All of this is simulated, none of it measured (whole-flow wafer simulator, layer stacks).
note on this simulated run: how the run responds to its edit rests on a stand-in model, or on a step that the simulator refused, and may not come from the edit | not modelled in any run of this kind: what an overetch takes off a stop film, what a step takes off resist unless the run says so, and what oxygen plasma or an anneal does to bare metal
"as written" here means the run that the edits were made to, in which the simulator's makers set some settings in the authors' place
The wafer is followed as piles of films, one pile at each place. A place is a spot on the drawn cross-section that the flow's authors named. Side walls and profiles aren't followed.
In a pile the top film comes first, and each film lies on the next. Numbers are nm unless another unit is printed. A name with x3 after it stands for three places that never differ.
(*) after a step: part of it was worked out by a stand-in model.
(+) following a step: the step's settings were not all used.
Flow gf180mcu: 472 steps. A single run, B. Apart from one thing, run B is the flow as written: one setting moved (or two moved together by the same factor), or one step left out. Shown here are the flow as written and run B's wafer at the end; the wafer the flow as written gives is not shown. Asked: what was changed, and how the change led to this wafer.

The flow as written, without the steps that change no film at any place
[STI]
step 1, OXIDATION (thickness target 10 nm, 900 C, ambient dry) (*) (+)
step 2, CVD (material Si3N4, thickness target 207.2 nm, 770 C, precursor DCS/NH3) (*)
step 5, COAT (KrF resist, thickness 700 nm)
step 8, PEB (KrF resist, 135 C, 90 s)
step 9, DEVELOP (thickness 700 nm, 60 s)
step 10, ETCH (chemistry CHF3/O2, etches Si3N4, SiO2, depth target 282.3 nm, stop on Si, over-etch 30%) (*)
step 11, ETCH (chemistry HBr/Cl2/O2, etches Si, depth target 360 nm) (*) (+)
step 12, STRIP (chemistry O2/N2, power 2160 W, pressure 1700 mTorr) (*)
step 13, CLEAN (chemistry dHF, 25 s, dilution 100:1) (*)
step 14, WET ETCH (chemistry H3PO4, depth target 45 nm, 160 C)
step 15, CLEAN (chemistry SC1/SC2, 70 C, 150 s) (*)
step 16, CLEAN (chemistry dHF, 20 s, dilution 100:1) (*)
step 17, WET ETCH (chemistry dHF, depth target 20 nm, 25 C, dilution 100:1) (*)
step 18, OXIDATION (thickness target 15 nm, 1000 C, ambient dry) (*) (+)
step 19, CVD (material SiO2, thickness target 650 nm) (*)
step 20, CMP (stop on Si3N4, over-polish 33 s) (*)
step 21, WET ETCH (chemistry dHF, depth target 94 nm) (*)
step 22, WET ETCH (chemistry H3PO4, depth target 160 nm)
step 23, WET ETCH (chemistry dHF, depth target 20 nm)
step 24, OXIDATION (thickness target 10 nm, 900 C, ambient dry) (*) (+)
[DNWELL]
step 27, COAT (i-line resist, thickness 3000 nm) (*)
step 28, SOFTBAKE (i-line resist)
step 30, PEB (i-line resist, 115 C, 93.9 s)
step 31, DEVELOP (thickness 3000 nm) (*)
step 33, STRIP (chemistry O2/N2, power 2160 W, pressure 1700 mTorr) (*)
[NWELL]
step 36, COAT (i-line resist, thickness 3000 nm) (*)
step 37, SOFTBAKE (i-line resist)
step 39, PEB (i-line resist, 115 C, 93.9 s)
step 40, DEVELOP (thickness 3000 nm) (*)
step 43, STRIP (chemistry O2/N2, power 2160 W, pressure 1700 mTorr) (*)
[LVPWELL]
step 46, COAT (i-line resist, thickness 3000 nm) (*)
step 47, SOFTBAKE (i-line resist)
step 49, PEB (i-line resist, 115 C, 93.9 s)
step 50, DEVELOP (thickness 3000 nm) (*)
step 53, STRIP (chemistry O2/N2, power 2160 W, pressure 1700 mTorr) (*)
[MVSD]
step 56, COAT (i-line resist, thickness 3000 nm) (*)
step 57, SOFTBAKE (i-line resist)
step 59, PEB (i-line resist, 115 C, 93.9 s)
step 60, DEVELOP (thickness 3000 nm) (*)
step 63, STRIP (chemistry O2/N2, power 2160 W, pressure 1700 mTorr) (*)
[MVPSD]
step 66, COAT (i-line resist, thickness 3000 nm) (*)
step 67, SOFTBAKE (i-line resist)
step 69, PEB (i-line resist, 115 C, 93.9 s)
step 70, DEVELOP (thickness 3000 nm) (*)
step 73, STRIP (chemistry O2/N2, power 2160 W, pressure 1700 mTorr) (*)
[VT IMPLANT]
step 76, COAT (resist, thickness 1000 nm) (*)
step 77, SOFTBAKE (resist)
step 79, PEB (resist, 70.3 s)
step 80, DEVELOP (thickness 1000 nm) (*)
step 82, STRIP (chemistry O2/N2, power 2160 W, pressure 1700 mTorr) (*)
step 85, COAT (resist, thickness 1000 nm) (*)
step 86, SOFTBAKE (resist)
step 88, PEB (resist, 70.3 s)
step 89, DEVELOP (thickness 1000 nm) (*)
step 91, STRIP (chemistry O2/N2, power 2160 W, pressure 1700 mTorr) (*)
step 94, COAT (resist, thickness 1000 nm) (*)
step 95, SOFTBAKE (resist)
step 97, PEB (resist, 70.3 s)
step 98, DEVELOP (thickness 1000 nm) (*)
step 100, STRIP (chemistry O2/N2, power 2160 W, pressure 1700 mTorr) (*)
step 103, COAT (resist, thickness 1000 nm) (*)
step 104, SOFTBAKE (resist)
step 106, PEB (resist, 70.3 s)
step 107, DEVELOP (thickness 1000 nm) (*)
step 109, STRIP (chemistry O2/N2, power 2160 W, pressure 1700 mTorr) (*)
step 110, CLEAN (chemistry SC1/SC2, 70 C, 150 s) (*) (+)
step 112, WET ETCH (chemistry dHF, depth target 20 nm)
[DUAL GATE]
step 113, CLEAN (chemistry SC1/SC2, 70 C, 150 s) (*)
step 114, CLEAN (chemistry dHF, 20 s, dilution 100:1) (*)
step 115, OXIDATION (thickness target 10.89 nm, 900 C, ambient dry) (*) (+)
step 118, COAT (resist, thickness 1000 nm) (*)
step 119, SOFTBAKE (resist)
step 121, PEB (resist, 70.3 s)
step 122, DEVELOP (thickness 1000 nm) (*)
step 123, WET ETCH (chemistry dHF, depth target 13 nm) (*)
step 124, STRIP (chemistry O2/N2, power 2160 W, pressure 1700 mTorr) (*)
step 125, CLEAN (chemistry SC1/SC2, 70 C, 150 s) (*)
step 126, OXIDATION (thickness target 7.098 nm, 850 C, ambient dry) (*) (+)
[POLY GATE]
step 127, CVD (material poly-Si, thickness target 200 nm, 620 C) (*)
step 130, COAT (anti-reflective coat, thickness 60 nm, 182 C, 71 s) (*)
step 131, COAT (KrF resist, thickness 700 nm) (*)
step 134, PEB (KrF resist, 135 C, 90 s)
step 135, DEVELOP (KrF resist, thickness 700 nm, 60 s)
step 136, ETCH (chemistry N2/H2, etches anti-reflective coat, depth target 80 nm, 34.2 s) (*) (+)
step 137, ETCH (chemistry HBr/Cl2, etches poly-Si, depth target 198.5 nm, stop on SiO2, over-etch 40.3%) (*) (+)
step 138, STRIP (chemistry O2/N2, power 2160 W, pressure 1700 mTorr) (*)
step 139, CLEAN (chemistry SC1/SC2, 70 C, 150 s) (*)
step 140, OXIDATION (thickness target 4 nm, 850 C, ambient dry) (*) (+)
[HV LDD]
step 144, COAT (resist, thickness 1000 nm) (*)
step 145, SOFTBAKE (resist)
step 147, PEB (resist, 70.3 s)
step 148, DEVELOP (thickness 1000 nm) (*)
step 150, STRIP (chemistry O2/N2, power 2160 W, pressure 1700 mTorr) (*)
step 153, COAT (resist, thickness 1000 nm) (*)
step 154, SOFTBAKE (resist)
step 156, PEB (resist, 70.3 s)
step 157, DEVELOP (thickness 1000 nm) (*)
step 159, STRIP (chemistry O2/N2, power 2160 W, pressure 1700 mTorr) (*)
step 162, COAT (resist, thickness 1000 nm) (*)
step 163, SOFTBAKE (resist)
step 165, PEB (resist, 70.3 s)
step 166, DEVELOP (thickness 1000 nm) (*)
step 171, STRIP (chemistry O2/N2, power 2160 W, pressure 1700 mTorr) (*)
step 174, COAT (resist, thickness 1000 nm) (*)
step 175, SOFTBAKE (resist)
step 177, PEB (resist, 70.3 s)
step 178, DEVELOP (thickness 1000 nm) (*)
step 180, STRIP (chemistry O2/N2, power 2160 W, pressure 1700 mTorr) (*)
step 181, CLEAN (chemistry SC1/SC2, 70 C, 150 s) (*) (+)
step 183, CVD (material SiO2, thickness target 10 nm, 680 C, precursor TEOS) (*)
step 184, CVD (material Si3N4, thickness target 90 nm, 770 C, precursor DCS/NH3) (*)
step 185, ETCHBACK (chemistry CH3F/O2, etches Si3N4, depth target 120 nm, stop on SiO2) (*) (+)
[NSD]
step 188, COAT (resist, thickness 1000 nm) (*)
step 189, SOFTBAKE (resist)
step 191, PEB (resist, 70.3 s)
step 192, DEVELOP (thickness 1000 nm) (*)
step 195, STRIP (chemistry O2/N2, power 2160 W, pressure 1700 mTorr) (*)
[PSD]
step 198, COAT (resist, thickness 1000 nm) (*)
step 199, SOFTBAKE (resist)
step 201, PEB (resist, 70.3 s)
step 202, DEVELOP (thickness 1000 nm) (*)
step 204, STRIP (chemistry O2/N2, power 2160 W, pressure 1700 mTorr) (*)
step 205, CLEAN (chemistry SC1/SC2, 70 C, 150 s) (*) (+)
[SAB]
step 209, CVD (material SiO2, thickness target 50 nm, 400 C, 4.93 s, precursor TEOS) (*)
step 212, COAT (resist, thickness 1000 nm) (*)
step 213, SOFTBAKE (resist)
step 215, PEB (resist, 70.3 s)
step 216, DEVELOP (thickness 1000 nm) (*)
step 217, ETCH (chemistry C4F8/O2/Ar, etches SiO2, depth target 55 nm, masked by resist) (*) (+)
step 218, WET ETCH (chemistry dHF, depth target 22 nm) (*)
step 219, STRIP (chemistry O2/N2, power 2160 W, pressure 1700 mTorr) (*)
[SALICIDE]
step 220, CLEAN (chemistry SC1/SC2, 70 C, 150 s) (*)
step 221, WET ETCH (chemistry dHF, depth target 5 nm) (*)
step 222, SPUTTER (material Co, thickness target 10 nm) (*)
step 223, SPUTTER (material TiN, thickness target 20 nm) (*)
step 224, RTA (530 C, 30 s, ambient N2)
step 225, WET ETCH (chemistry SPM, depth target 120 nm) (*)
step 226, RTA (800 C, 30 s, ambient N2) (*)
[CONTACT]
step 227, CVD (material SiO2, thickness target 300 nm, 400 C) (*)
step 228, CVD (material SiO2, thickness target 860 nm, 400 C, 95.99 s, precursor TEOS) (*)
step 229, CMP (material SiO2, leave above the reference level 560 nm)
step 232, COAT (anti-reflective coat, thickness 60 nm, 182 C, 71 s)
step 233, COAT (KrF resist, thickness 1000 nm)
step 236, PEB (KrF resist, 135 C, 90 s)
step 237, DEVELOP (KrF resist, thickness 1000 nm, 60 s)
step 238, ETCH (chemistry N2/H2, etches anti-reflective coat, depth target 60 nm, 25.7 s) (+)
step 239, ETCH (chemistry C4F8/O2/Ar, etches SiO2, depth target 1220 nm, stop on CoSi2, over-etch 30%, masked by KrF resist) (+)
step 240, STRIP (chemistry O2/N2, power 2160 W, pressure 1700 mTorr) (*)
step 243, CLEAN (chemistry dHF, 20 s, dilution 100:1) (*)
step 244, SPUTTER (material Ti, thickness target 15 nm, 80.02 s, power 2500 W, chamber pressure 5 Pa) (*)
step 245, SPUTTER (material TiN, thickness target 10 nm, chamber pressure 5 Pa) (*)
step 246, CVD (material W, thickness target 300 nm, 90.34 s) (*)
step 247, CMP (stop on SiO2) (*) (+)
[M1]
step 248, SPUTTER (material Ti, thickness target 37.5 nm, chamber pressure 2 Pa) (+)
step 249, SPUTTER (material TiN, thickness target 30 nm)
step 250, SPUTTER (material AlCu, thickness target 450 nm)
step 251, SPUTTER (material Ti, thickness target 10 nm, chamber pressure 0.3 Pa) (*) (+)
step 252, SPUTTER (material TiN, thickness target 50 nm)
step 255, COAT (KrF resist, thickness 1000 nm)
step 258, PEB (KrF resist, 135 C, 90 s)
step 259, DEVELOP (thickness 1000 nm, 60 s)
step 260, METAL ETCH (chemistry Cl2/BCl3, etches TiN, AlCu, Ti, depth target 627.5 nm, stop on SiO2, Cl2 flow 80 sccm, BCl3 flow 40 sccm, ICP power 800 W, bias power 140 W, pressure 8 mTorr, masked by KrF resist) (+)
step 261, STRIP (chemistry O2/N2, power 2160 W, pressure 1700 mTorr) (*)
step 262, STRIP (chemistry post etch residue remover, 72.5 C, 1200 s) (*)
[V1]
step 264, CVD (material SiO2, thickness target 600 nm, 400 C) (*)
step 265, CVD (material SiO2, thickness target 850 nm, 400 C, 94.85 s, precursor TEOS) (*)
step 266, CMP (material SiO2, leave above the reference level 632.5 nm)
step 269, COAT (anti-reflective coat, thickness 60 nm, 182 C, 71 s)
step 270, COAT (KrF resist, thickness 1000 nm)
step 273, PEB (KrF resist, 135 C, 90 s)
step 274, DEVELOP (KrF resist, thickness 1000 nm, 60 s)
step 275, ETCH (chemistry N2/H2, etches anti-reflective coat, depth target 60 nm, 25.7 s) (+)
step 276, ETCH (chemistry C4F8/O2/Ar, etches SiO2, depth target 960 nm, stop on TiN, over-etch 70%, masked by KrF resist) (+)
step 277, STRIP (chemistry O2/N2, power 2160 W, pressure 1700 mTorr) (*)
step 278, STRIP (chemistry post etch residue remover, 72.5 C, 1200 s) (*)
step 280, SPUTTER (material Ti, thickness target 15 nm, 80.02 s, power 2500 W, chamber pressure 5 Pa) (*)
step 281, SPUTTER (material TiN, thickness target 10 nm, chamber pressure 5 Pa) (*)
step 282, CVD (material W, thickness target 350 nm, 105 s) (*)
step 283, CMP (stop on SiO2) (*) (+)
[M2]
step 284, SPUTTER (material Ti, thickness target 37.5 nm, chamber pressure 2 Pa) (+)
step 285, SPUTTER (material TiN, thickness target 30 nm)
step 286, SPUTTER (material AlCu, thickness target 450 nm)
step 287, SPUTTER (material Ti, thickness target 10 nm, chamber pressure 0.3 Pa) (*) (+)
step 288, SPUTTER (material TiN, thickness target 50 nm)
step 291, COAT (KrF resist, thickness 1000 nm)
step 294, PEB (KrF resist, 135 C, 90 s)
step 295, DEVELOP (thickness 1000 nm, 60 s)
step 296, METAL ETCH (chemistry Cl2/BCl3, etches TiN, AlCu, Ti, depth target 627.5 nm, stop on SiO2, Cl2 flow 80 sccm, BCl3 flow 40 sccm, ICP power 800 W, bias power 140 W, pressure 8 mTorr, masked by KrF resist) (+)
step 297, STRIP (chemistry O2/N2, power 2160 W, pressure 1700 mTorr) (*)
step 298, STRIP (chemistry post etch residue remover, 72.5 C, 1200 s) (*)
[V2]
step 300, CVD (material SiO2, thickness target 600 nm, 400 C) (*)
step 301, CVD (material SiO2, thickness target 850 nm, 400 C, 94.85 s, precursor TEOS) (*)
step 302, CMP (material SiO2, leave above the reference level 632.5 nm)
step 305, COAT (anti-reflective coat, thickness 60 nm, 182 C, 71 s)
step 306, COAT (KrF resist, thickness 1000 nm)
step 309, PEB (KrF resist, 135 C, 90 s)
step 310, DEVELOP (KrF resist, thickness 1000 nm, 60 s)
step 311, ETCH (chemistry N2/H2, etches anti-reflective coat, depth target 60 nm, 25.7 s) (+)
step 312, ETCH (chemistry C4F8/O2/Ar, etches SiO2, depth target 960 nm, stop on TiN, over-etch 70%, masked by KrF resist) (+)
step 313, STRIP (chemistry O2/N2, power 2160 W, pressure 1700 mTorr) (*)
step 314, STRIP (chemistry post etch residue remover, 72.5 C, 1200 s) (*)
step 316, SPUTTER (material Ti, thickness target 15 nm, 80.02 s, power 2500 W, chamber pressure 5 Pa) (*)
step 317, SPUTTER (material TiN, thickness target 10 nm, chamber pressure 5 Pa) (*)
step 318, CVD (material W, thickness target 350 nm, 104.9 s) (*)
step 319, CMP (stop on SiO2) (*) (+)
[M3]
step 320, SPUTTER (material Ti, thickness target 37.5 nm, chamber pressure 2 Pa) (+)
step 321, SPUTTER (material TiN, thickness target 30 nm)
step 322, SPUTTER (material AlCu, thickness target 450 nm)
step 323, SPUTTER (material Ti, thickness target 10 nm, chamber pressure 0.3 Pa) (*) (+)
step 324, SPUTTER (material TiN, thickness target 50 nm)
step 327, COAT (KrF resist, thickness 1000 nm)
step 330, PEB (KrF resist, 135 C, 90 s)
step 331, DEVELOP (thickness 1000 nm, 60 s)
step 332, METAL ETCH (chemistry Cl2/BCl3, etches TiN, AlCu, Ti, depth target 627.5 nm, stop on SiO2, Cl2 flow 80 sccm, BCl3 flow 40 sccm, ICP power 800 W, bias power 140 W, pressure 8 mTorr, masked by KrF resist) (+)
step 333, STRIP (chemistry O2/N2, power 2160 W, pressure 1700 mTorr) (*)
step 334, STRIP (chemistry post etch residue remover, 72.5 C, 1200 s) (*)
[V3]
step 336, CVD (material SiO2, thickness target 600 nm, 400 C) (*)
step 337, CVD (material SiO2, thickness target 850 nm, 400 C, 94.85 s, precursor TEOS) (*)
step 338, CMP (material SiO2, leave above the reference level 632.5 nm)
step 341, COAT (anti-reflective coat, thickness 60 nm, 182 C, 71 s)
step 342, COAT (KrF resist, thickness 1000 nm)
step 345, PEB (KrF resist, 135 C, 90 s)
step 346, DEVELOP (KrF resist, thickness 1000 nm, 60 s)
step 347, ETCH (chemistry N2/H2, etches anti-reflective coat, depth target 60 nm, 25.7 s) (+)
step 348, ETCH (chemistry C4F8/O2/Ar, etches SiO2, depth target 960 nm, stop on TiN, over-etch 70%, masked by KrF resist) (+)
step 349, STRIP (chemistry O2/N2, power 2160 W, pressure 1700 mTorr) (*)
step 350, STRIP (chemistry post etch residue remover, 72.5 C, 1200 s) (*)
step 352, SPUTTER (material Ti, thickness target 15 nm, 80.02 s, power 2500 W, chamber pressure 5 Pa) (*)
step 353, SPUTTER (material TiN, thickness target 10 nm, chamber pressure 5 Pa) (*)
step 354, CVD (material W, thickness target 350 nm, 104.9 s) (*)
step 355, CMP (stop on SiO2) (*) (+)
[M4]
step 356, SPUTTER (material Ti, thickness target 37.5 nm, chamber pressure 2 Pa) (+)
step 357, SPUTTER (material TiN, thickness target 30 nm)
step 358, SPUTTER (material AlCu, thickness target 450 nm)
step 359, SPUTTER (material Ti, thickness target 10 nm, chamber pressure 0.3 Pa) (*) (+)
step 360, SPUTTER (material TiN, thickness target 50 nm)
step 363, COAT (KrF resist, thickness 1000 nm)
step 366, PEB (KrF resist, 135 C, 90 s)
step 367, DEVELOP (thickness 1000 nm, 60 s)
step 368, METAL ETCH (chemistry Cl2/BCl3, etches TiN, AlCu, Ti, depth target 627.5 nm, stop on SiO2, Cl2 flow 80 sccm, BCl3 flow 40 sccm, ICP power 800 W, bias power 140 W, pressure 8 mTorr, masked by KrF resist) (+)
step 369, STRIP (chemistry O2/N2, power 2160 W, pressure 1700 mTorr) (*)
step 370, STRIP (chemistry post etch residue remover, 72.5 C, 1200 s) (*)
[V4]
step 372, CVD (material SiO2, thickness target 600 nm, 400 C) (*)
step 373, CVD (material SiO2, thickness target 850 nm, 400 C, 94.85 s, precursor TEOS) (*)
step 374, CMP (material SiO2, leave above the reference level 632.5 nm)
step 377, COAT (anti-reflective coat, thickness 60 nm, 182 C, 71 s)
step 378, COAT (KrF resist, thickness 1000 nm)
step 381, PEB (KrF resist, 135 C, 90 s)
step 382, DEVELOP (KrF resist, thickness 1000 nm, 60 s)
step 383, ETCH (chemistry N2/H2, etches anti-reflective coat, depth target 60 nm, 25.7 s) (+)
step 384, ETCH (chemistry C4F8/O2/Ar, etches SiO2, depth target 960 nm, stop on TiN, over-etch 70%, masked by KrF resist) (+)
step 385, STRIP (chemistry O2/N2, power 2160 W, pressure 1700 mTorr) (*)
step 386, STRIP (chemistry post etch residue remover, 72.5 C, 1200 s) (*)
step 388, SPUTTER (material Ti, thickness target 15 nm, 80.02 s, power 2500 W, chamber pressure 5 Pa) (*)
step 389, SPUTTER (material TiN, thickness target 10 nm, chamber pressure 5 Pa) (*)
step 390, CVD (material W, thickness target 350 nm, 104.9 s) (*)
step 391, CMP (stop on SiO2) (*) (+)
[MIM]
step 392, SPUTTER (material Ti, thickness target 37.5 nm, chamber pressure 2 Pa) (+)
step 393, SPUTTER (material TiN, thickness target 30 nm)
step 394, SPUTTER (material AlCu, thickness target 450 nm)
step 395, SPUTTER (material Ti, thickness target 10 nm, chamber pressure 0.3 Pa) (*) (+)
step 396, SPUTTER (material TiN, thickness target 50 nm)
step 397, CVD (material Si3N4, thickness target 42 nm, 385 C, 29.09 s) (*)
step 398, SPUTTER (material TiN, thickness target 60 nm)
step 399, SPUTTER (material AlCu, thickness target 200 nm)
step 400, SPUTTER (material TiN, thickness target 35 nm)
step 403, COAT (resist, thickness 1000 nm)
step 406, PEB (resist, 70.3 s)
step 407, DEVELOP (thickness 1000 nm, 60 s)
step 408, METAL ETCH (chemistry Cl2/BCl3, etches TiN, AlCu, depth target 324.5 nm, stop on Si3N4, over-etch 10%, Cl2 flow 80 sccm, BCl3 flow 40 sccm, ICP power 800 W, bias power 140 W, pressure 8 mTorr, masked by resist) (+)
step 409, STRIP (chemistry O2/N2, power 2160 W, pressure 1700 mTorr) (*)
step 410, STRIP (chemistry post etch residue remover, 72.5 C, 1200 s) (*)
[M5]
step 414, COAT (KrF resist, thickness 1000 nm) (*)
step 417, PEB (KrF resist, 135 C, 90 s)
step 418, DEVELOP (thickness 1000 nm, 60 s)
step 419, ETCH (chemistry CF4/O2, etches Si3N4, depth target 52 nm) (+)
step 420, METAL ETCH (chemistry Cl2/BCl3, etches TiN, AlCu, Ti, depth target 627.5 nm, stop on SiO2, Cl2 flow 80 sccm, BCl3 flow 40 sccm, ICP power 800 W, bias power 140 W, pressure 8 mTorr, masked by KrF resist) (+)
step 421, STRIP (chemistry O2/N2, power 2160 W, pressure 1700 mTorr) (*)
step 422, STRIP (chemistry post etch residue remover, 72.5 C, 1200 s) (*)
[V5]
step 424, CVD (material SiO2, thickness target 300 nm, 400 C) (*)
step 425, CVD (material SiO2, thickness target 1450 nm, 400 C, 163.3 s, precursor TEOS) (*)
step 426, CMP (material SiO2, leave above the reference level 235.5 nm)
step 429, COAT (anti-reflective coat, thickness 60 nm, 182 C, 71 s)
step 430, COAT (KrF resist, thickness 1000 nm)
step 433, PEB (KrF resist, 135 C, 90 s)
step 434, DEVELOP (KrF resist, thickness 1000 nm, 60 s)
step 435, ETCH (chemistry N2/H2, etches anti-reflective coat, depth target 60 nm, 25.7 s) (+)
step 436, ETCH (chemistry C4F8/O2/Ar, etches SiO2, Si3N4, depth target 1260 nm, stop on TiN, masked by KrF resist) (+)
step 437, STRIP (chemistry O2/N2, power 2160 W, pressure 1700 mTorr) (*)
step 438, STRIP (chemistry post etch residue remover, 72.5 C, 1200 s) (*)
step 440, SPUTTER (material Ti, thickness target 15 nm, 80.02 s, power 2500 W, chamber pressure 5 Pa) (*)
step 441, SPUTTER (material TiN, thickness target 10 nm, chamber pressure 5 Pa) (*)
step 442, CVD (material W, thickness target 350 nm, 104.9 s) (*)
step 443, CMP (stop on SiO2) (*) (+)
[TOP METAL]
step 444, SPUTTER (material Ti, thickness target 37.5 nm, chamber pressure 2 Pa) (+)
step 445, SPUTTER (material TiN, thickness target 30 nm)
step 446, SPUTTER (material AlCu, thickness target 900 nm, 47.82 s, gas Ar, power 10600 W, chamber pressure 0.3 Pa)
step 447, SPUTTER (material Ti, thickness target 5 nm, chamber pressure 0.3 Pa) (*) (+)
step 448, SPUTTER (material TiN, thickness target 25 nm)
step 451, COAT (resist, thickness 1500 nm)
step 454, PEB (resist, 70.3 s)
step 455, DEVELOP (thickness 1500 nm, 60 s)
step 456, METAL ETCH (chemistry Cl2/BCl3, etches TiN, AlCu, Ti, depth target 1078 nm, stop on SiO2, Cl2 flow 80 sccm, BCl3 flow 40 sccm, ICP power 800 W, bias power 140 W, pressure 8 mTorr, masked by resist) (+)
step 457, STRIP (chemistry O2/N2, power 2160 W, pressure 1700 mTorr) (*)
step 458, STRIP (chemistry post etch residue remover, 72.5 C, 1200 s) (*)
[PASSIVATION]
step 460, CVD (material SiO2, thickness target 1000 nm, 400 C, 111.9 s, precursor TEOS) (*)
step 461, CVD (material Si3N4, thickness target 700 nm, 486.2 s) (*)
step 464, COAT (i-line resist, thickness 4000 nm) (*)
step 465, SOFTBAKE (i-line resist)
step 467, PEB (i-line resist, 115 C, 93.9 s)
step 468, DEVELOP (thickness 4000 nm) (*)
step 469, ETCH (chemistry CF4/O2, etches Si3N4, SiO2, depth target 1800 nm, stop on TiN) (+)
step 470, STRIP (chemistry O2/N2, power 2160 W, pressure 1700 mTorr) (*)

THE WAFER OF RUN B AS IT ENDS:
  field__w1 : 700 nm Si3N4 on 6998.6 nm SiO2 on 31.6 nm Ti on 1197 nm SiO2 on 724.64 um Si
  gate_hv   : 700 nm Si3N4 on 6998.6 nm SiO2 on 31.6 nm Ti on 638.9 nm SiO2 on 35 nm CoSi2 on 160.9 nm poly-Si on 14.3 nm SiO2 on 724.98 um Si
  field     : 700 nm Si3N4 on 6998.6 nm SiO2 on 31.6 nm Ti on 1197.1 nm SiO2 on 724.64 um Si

The reason: step 260, METAL ETCH: depth target 545.9 nm was run, though the flow has depth target 627.5 nm.

How this came from the change, step by step:
  step 260, METAL ETCH (chemistry Cl2/BCl3, etches TiN, AlCu, Ti, depth target 627.5 nm, stop on SiO2, Cl2 flow 80 sccm, BCl3 flow 40 sccm, ICP power 800 W, bias power 140 W, pressure 8 mTorr, masked by KrF resist) (+)
      field, field__w1, field__w2 and 99 more: TiN loses 50 (all of it), Ti loses 10 (all of it), AlCu loses 450 (all of it), TiN loses 30 (all of it), Ti loses 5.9 (it would be, as written: TiN loses 50 (all of it), Ti loses 10 (all of it), AlCu loses 450 (all of it), TiN loses 30 (all of it), Ti loses 37.5 (all of it))
      field__w8, contact, m1 and 6 more: KrF resist loses 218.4 (it would be, as written: KrF resist loses 251)
  step 261, STRIP (chemistry O2/N2, power 2160 W, pressure 1700 mTorr) (*)
      field__w8, contact, m1 and 6 more: KrF resist loses 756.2 (all of it) (it would be, as written: KrF resist loses 723.5 (all of it))
  step 264, CVD (material SiO2, thickness target 600 nm, 400 C) (*)
      field, field__w1, field__w2 and 99 more: SiO2 gains 600 (new film) (it would be, as written: SiO2 gains 600)
  step 266, CMP (material SiO2, leave above the reference level 632.5 nm)
      field, field__w1, field__w2 and 99 more: SiO2 loses 331.6 (it would be, as written: SiO2 loses 300)
If metal films that touch count as one body, field__w1 has 1 body; the flow as written gives 0 bodies.
If metal films that touch count as one body, gate_hv has 2 bodies (between them, from the top down: SiO2 638.9); the flow as written gives 1 body.
If metal films that touch count as one body, field has 1 body; the flow as written gives 0 bodies.
